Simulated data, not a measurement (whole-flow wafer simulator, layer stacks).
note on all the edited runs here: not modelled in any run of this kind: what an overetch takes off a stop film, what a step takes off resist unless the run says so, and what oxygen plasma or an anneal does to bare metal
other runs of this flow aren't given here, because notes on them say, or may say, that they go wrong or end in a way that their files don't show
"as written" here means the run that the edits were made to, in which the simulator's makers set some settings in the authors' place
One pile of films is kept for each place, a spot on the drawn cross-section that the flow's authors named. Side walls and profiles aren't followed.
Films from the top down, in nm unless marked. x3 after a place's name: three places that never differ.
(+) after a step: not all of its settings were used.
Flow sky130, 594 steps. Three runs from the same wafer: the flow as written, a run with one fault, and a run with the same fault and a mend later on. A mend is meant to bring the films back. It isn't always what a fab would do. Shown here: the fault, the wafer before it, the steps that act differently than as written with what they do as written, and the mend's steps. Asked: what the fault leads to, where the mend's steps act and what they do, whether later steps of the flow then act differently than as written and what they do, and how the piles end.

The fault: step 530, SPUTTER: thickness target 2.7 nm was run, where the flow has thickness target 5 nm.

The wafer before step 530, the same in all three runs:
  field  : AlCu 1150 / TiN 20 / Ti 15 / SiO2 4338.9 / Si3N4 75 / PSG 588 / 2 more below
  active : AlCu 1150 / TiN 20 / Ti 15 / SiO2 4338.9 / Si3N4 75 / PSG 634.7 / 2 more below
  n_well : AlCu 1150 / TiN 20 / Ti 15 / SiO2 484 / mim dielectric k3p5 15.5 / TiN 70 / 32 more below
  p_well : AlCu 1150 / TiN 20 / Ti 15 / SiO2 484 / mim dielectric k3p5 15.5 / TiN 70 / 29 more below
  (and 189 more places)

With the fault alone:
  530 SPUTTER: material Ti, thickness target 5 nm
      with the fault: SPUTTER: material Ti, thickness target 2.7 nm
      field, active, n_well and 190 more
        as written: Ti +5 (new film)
        with the fault: Ti +2.7 (new film)
  Later steps of the flow that act differently than as written (21 more steps differ only slightly, by at most 2% or 0.5 nm, whichever is larger, and aren't shown):
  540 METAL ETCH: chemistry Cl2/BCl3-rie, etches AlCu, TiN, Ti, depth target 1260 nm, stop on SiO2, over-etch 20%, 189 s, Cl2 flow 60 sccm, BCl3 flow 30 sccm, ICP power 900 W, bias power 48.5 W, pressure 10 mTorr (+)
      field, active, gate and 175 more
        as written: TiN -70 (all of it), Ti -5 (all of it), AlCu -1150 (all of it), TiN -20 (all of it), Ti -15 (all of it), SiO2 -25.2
        with the fault: TiN -70 (all of it), Ti -2.7 (all of it), AlCu -1150 (all of it), TiN -20 (all of it), Ti -15 (all of it), SiO2 -25.4
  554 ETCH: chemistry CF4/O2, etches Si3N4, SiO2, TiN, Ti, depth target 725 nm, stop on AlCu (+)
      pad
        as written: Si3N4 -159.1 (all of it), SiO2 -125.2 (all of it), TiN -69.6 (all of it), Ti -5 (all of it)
        with the fault: Si3N4 -159.1 (all of it), SiO2 -125.2 (all of it), TiN -69.6 (all of it), Ti -2.7 (all of it)
  At the end the piles differ from the flow's by more than 2% or 0.5 nm, whichever is larger, at n_well, p_well, sd_n and 11 more.
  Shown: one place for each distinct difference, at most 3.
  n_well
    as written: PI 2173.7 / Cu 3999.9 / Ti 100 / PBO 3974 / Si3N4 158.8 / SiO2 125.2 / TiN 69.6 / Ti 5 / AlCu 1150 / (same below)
    with the fault: PI 2173.9 / Cu 3999.9 / Ti 100 / PBO 3975.7 / Si3N4 158.8 / SiO2 125.2 / TiN 69.6 / Ti 2.7 / AlCu 1150 / (same below)
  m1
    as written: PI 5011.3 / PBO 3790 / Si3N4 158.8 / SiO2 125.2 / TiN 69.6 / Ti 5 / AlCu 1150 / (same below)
    with the fault: PI 5011.4 / PBO 3791.9 / Si3N4 158.8 / SiO2 125.2 / TiN 69.6 / Ti 2.7 / AlCu 1150 / (same below)
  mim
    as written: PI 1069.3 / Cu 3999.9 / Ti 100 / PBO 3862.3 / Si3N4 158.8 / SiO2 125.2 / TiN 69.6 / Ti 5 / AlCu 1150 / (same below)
    with the fault: PI 1069.5 / Cu 3999.9 / Ti 100 / PBO 3864.1 / Si3N4 158.8 / SiO2 125.2 / TiN 69.6 / Ti 2.7 / AlCu 1150 / (same below)

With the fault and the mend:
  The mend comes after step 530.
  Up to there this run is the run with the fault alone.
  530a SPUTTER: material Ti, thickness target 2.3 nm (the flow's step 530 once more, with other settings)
      field, active, n_well and 190 more
        Ti +2.3
  No later step of the flow acts differently than as written at any place that is followed.
  At the end the piles are the same as the flow's at every place that both follow.
